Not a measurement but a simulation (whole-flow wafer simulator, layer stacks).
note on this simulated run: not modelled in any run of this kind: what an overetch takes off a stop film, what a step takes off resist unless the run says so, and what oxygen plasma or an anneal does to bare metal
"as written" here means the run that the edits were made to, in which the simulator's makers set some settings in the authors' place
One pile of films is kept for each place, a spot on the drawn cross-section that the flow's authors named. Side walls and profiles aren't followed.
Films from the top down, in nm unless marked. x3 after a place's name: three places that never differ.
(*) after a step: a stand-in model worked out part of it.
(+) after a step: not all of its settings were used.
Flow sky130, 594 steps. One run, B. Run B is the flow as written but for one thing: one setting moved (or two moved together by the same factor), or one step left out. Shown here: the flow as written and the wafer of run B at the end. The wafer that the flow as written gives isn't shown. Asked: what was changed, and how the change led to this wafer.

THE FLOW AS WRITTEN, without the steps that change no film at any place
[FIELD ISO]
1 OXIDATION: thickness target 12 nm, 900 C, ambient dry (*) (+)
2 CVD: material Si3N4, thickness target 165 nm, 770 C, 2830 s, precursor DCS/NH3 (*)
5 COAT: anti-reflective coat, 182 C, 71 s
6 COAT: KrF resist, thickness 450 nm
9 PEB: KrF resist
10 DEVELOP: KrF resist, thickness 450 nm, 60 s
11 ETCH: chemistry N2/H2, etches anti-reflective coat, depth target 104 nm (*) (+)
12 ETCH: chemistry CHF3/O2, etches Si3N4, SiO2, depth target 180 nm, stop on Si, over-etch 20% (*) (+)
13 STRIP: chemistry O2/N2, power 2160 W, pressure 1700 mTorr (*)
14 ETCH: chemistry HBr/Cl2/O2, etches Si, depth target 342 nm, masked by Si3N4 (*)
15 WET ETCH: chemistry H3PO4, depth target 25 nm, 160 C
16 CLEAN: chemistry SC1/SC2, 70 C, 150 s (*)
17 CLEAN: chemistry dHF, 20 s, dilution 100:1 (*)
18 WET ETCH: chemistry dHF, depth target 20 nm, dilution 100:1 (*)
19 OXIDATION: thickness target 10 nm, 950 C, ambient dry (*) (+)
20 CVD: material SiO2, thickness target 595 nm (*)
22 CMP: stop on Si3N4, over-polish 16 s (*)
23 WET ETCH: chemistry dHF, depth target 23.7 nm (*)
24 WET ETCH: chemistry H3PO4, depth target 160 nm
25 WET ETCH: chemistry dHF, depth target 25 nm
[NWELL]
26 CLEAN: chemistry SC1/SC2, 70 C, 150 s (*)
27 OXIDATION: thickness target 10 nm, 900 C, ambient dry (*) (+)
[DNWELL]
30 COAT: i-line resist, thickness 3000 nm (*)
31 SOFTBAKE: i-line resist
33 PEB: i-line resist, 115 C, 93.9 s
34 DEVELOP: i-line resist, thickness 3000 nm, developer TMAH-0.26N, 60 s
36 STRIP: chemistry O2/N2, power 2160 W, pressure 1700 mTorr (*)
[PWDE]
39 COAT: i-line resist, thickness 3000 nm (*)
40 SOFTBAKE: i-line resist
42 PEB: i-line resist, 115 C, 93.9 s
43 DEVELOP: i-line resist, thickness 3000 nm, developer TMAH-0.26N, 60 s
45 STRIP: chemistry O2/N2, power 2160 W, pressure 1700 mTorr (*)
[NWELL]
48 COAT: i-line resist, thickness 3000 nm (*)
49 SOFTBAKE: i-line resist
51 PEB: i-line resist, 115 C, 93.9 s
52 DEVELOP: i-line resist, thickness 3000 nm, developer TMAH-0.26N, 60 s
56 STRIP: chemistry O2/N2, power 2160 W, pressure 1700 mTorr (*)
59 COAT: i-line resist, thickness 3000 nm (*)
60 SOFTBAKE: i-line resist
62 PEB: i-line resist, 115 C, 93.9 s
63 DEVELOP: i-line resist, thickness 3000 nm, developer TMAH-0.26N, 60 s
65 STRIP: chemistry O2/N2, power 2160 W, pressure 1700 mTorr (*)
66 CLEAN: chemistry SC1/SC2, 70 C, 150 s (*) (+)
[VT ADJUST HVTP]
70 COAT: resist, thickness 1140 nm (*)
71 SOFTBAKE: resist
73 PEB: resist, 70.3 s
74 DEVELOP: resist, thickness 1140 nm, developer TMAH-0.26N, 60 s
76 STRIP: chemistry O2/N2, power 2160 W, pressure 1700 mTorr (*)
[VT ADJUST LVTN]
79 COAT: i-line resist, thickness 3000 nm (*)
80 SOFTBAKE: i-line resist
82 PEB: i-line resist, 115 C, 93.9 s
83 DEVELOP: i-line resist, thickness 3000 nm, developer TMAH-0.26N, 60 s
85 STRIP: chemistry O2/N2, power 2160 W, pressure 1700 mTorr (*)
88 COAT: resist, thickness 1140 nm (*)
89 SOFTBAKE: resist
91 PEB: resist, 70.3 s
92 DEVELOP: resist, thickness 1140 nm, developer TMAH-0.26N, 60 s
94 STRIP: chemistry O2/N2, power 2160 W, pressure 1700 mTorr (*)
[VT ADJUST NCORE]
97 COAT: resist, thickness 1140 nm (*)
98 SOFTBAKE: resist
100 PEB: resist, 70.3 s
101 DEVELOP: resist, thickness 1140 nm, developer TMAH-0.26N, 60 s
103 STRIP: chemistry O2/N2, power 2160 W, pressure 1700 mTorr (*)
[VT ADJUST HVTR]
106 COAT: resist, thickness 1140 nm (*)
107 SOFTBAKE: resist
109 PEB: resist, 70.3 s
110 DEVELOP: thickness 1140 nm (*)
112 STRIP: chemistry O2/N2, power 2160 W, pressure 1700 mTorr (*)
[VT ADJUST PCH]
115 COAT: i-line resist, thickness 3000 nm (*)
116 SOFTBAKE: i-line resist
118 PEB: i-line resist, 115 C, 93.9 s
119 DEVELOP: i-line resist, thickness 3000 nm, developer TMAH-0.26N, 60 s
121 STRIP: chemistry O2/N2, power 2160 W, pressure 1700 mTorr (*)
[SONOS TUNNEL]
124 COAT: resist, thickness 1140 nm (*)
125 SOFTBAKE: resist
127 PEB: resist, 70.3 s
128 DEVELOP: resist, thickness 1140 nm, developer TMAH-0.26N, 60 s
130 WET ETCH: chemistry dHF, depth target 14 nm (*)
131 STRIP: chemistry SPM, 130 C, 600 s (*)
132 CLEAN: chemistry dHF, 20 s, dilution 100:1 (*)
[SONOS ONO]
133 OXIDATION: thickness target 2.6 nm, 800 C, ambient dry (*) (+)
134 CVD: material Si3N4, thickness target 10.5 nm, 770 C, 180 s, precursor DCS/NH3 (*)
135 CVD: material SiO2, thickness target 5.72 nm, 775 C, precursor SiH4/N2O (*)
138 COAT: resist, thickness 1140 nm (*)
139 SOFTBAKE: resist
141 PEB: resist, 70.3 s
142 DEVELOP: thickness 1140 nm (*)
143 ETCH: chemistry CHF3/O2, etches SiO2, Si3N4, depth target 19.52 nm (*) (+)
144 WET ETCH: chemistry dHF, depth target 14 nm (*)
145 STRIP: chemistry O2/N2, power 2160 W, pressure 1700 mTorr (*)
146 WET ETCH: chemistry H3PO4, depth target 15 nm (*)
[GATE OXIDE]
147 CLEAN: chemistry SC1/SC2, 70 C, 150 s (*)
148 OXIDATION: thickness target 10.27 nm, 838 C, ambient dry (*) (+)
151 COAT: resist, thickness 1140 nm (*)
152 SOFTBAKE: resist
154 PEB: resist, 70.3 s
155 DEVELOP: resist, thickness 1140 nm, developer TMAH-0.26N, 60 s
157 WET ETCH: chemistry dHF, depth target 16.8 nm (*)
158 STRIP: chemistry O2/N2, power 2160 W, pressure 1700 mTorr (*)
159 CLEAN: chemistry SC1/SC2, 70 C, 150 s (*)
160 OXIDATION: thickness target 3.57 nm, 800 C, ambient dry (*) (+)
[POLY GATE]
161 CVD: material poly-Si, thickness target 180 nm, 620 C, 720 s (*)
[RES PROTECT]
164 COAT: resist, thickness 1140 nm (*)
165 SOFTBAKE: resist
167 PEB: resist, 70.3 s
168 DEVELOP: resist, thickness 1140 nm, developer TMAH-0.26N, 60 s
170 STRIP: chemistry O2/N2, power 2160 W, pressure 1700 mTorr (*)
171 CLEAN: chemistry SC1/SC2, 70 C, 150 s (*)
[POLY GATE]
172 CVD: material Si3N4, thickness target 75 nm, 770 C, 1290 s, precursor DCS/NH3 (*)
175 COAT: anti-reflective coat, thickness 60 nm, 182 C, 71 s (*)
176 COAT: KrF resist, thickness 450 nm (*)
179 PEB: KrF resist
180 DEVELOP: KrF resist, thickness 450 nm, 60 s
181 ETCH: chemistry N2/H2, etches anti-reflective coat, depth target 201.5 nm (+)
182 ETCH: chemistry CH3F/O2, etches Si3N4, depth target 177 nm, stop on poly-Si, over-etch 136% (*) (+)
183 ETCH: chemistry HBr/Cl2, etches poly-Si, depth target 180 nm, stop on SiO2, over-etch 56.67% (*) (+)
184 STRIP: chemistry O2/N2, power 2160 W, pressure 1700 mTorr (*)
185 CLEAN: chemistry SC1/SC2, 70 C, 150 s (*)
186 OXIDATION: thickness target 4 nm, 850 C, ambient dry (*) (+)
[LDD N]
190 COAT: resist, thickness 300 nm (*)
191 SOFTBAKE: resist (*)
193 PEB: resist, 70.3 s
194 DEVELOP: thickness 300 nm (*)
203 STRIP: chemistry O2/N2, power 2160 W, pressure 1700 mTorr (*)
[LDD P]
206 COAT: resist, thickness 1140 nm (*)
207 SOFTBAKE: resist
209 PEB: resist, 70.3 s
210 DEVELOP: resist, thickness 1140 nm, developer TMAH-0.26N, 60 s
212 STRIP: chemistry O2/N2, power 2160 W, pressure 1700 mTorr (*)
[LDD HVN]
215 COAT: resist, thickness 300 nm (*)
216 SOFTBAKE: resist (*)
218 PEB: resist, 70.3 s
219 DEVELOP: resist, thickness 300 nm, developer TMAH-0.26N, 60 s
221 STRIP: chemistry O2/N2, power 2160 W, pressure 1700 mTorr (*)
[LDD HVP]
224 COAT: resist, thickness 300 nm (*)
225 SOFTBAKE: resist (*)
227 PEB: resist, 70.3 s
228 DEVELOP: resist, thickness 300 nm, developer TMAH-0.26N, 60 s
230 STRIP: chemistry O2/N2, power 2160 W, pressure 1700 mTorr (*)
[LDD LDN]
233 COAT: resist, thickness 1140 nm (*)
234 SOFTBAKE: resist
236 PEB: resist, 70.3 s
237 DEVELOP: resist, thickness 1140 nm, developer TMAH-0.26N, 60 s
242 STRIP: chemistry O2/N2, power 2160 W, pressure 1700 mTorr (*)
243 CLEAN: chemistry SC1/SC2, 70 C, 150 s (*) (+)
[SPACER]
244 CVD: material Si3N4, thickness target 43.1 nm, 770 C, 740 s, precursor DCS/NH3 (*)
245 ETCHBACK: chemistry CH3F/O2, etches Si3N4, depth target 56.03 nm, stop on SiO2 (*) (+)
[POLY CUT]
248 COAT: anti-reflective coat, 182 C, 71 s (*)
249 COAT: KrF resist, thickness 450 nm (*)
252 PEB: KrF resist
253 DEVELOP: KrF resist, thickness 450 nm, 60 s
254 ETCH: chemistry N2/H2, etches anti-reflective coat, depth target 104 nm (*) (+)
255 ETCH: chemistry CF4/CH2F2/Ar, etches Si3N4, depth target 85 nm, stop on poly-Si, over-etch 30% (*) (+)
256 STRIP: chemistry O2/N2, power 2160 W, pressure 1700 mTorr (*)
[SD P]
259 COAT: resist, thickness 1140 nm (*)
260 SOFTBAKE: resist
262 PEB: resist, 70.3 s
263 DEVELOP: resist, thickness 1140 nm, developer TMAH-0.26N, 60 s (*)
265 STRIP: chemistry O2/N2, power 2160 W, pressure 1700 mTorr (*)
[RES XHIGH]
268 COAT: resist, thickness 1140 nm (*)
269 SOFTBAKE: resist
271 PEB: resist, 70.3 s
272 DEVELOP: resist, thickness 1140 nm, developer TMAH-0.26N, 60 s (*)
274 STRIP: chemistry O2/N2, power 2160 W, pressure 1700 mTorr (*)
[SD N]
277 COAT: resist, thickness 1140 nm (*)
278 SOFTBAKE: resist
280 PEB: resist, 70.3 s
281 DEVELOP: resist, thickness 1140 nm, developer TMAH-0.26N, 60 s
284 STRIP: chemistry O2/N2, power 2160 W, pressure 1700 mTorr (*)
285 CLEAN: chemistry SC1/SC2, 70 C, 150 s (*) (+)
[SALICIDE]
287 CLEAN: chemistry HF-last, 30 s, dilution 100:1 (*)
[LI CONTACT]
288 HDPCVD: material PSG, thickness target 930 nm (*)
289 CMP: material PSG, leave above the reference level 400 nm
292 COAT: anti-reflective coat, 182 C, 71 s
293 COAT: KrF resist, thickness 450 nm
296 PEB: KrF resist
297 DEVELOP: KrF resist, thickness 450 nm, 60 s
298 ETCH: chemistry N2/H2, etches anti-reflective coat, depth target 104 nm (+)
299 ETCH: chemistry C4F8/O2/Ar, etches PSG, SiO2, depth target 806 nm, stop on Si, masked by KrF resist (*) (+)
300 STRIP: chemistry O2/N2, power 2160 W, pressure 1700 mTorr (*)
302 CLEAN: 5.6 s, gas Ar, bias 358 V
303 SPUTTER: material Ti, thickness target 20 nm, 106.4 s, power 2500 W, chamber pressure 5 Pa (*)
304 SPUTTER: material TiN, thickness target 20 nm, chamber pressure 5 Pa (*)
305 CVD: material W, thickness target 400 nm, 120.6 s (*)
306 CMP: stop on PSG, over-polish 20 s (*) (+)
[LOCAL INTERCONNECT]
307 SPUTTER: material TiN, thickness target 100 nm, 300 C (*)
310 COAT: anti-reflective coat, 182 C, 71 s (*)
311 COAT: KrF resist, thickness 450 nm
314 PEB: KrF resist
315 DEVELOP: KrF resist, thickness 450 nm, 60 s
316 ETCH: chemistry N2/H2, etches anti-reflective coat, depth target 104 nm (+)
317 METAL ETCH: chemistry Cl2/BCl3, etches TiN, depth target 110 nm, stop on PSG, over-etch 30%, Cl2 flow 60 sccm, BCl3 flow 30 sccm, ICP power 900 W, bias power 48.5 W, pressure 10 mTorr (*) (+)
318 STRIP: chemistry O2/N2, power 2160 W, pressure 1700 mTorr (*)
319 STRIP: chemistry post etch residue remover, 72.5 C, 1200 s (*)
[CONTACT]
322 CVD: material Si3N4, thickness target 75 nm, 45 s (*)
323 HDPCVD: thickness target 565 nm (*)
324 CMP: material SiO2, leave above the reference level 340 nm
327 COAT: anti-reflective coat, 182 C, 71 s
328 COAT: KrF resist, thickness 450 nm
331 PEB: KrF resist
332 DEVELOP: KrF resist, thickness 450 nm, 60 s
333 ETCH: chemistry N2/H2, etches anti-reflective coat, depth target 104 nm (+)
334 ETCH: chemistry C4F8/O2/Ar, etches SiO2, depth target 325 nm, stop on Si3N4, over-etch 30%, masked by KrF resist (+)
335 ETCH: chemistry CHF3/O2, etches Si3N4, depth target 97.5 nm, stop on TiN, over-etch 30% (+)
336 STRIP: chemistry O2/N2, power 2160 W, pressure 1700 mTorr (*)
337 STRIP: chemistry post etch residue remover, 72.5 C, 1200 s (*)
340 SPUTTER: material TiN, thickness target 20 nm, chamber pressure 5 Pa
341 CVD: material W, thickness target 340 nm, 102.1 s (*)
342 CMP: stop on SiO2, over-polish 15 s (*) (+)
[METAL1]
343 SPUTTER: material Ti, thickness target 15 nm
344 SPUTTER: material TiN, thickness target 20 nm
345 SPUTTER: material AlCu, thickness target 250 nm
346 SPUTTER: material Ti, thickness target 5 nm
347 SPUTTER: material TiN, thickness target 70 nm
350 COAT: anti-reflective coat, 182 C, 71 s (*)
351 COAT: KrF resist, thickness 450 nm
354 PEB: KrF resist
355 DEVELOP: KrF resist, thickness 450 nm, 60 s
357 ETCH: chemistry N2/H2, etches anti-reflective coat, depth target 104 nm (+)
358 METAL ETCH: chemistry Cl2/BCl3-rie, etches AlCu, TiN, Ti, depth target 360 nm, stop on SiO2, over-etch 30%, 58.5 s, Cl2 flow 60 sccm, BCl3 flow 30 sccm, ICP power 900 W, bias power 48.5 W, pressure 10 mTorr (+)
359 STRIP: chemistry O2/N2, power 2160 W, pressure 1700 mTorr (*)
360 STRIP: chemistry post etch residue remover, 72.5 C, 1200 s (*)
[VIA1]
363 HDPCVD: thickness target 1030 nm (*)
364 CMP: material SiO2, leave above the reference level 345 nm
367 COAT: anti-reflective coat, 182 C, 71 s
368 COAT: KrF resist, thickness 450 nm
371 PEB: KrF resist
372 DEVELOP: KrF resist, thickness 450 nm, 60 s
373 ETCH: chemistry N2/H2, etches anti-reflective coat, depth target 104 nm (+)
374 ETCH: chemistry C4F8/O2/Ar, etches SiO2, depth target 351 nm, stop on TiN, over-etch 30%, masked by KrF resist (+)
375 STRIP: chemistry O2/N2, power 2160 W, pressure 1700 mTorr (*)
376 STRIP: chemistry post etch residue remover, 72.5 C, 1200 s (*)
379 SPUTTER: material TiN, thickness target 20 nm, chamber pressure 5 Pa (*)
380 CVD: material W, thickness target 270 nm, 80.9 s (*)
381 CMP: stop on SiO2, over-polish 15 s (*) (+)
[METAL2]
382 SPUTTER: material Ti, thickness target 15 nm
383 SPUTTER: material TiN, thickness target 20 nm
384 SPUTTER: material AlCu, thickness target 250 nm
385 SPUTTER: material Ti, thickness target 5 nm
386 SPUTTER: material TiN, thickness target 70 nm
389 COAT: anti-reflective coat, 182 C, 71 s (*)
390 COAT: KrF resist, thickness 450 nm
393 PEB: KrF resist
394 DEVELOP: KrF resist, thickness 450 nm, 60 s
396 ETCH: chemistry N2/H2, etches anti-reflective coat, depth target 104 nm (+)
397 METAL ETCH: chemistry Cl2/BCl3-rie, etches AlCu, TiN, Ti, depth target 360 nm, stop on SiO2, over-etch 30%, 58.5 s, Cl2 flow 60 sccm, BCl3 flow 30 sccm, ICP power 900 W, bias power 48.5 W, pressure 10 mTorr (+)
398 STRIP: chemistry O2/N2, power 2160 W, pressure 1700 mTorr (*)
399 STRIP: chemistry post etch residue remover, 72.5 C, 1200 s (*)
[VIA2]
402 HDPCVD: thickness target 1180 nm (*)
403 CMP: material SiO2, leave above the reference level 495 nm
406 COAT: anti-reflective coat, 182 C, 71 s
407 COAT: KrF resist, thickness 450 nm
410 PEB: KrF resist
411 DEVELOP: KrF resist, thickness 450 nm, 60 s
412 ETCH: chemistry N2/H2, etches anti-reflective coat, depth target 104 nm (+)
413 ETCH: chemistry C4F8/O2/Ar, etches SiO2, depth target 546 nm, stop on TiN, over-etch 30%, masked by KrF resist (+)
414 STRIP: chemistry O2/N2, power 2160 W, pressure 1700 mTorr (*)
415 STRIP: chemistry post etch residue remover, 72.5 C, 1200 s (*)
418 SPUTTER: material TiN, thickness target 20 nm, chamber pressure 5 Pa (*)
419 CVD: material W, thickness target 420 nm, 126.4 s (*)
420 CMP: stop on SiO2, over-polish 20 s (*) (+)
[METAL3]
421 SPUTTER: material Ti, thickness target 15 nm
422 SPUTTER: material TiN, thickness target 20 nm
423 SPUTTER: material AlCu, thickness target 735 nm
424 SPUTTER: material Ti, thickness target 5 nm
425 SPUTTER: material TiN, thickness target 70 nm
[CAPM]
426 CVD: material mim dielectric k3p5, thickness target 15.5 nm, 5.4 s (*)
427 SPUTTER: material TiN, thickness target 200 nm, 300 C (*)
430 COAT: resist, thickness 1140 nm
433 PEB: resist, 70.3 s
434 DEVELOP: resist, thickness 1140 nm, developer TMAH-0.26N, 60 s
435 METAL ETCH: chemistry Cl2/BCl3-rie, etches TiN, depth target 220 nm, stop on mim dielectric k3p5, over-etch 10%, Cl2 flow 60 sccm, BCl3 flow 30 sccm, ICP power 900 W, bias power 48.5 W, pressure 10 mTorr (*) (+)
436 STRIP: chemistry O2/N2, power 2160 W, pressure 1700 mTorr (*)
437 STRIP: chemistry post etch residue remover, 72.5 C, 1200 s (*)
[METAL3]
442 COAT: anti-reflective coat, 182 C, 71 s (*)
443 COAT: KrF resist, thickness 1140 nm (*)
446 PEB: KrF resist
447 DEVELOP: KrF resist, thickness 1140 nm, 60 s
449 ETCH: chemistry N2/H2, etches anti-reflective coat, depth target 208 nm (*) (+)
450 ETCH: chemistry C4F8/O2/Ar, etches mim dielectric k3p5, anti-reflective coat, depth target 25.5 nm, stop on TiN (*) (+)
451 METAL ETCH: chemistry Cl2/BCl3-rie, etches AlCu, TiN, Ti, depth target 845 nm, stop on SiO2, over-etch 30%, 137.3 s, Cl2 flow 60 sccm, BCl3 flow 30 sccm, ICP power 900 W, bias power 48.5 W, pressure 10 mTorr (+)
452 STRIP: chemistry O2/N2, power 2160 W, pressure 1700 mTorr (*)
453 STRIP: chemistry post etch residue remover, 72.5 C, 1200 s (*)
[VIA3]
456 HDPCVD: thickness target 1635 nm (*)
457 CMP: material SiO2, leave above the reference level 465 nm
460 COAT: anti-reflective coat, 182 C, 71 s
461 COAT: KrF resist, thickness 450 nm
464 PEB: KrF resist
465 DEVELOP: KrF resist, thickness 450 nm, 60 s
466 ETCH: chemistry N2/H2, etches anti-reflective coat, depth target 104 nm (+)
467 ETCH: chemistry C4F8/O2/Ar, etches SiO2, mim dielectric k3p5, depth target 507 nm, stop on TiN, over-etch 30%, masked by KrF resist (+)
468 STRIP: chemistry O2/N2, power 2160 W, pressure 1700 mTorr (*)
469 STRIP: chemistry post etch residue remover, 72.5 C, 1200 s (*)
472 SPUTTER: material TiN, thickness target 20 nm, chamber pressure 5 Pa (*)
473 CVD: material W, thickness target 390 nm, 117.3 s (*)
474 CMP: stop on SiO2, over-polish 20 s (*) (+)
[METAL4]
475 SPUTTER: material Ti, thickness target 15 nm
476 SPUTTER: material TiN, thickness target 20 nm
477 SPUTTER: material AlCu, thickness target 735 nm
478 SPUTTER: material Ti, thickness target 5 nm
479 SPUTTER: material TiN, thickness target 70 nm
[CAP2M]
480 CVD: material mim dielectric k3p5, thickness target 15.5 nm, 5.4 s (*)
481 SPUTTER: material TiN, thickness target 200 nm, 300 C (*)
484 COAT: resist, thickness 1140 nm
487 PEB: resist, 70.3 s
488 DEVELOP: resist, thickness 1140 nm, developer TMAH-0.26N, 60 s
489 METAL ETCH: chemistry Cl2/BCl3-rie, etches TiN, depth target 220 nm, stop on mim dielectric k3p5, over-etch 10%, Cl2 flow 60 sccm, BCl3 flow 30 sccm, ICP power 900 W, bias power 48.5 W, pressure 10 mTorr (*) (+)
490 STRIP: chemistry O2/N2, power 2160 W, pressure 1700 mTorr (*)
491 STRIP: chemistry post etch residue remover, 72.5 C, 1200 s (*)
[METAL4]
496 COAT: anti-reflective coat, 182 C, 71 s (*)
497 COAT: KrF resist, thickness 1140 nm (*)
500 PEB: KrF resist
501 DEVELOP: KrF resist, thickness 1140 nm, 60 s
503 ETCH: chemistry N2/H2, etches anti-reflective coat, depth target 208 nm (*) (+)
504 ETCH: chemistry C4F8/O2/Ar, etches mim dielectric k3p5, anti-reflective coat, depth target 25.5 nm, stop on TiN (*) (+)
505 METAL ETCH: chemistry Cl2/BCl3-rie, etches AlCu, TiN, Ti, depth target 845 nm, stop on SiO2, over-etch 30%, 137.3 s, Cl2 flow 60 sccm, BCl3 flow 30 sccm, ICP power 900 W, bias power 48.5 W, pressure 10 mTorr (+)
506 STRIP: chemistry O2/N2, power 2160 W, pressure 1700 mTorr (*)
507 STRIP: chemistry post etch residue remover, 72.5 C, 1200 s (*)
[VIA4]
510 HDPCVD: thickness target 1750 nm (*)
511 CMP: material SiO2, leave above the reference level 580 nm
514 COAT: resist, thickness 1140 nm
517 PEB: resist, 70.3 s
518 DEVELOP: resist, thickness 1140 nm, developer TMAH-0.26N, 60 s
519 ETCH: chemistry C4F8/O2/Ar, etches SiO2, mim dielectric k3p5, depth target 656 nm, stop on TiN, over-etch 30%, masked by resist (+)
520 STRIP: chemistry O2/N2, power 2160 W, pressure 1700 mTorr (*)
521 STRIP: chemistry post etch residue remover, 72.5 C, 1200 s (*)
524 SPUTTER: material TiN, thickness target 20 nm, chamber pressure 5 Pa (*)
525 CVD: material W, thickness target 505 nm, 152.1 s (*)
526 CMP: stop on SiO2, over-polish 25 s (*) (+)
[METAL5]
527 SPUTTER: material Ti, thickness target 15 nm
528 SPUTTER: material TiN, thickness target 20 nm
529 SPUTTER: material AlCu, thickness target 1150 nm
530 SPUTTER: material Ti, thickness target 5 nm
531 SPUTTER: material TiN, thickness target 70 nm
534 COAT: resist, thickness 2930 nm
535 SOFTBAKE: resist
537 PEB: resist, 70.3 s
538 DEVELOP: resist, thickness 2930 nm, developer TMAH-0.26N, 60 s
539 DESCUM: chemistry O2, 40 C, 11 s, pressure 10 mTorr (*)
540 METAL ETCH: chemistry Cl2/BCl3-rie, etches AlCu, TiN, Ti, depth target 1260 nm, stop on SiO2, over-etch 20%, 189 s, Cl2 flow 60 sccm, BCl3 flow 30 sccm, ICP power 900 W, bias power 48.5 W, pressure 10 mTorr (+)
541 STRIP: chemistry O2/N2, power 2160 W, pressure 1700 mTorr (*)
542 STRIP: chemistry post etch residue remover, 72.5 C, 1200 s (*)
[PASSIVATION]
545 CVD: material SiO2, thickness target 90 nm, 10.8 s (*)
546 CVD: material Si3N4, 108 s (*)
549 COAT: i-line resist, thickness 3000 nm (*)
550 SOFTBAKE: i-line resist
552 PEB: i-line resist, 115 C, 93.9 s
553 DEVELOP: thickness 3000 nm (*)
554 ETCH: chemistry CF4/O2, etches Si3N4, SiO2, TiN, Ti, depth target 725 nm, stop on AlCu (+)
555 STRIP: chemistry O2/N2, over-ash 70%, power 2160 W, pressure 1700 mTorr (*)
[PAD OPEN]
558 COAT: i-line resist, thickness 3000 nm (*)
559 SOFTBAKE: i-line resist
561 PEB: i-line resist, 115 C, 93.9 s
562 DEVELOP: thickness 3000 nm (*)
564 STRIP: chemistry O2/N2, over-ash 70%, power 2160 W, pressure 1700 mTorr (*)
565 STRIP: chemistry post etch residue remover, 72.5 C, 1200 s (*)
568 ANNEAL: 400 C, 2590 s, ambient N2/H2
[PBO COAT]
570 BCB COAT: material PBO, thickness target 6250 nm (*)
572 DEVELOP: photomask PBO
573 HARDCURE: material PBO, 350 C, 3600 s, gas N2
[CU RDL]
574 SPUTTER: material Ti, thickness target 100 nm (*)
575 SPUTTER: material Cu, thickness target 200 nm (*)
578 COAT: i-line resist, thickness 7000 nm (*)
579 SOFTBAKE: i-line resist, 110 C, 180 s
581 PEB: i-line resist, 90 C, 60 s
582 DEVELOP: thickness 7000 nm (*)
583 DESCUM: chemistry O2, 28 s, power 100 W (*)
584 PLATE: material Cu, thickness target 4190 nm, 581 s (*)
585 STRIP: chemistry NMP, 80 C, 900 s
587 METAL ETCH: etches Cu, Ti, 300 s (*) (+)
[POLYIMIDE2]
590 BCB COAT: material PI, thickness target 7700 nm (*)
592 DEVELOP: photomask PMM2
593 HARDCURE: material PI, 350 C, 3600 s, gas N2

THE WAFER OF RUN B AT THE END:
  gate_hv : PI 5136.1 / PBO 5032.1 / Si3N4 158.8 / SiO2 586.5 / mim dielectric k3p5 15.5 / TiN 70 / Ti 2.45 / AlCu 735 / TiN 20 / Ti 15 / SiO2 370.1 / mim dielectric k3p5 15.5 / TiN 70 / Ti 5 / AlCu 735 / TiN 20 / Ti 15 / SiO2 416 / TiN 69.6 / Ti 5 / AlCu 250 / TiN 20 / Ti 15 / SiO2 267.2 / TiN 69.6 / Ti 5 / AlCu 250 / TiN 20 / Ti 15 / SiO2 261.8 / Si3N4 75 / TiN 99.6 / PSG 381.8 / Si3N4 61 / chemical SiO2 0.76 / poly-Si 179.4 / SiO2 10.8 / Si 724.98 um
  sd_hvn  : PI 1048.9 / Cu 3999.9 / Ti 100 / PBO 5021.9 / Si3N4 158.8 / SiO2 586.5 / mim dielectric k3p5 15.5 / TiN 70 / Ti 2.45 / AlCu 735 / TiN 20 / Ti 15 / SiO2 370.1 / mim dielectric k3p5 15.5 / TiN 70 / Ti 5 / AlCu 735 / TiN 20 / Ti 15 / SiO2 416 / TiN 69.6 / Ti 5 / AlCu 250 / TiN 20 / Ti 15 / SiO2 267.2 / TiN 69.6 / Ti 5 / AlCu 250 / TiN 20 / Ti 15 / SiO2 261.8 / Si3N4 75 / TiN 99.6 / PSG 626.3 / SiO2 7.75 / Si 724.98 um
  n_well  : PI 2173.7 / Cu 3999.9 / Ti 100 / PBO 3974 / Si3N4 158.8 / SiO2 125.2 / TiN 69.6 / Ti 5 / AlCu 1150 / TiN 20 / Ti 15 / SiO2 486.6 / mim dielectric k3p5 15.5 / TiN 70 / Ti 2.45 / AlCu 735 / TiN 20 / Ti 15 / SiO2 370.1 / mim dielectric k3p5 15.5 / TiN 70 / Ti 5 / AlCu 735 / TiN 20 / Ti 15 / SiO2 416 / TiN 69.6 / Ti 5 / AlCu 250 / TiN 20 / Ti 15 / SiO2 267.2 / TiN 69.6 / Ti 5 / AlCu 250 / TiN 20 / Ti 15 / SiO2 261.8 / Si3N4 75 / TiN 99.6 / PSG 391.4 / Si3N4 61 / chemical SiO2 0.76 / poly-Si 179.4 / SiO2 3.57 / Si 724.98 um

The cause: step 478, SPUTTER: thickness target 2.45 nm was run, where the flow has thickness target 5 nm.
It can be read off the wafer: gate_hv has Ti 2.45, and step 478 as written asks for 5 nm.

How the change led to this, step by step:
  478 SPUTTER: material Ti, thickness target 5 nm
      field, active, n_well and 189 more: Ti +2.45 (new film) (as written it would be: Ti +5 (new film))
  505 METAL ETCH: chemistry Cl2/BCl3-rie, etches AlCu, TiN, Ti, depth target 845 nm, stop on SiO2, over-etch 30%, 137.3 s, Cl2 flow 60 sccm, BCl3 flow 30 sccm, ICP power 900 W, bias power 48.5 W, pressure 10 mTorr (+)
      field, gate, spacer and 68 more: TiN -70 (all of it), Ti -2.45 (all of it), AlCu -735 (all of it), TiN -20 (all of it), Ti -15 (all of it), SiO2 -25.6 (as written it would be: TiN -70 (all of it), Ti -5 (all of it), AlCu -735 (all of it), TiN -20 (all of it), Ti -15 (all of it), SiO2 -25.4)
      active, vpp_iso1, mim_edge_plate and 14 more: TiN -70 (all of it), Ti -2.45 (all of it), AlCu -735 (all of it), TiN -20 (all of it), Ti -15 (all of it), SiO2 -25.6 (as written it would be: TiN -70 (all of it), Ti -5 (all of it), AlCu -735 (all of it), TiN -20 (all of it), Ti -15 (all of it), SiO2 -25.3)
